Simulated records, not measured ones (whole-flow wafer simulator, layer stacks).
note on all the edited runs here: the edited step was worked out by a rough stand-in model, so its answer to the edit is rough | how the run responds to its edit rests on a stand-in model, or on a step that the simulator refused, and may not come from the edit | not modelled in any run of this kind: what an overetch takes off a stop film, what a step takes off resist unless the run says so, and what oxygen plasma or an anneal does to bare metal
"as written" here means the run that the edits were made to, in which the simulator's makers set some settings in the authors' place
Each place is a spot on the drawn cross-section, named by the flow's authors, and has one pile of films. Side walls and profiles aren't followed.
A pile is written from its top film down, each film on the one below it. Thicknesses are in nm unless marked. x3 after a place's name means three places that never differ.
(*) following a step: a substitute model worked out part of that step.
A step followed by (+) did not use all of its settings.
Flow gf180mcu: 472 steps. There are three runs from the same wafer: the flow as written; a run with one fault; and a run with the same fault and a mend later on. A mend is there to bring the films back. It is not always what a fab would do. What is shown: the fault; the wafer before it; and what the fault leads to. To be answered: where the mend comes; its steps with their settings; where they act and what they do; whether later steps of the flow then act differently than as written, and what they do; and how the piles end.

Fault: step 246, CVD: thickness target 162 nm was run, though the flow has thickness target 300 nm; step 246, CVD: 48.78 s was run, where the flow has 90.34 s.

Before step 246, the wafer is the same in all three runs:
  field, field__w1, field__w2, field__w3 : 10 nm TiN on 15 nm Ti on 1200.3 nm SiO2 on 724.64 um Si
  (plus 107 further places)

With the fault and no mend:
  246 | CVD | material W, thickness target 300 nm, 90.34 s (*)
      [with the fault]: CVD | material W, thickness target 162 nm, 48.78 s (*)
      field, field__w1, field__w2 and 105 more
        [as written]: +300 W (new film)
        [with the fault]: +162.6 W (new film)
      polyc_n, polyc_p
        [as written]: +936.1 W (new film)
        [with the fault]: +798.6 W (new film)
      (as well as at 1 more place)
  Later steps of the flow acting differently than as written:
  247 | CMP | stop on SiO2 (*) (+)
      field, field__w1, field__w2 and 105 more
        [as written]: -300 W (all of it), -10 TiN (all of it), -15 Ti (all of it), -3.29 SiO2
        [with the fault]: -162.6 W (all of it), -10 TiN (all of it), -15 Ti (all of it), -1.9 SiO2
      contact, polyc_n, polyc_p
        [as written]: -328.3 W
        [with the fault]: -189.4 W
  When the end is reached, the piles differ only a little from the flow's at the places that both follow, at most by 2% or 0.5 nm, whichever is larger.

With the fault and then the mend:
  After step 246 comes the mend.
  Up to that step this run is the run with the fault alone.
  246a | CVD | material W, thickness target 138 nm, 41.56 s (the flow's step 246, run once more with other settings)
      field, field__w1, field__w2 and 108 more
        +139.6 W
  Every later step of the flow that is run acts as written, at every place that is followed, to within 2% or 0.5 nm, whichever is larger.
  When the end is reached, the piles differ only a little from the flow's at the places that both follow, at most by 2% or 0.5 nm, whichever is larger.
